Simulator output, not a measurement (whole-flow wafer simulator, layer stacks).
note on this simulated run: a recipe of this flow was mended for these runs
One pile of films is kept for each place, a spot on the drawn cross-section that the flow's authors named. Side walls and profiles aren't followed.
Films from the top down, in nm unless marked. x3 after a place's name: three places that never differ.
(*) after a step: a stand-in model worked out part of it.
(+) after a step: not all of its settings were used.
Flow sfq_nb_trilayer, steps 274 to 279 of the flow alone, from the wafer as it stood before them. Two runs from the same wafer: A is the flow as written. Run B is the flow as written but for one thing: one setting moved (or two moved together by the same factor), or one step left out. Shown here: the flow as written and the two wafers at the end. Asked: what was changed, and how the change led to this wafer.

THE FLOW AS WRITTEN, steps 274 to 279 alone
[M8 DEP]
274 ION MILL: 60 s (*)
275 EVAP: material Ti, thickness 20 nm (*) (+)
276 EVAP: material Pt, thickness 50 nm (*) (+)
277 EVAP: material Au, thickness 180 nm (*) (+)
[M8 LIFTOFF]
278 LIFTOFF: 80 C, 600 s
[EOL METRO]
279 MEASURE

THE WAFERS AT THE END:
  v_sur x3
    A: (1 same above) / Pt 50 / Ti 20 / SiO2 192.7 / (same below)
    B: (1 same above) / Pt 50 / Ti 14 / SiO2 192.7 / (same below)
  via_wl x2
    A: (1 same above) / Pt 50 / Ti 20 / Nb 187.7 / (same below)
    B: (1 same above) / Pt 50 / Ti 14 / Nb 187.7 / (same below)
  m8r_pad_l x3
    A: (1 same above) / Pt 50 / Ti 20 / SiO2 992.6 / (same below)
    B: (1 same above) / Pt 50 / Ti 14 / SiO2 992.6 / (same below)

The cause: step 275, EVAP: thickness 14 nm was run, where the flow has thickness 20 nm.
It can be read off the wafer: v_sur x3 has Ti 14, and step 275 as written asks for 20 nm.

How the change led to this, step by step:
  275 EVAP: material Ti, thickness 20 nm (*) (+)
      field_l, v_sur x3, via_wl x2 and 100 more: A Ti +20 (new film) | B Ti +14 (new film)
  278 LIFTOFF: 80 C, 600 s
      p4_fl x5, p4_w1 x9, p3_s0 x11 and 49 more: A Au -180 (all of it), Pt -50 (all of it), Ti -20 (all of it), KrF-resist-other-grade -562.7 (all of it), lift-off-underlayer -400 (all of it) | B Au -180 (all of it), Pt -50 (all of it), Ti -14 (all of it), KrF-resist-other-grade -562.7 (all of it), lift-off-underlayer -400 (all of it)
      r_sur, res, r_end: A Au -180 (all of it), Pt -50 (all of it), Ti -20 (all of it), KrF-resist-other-grade -559.9 (all of it), lift-off-underlayer -399.5 (all of it) | B Au -180 (all of it), Pt -50 (all of it), Ti -14 (all of it), KrF-resist-other-grade -559.9 (all of it), lift-off-underlayer -399.5 (all of it)
      (and at 18 more places)
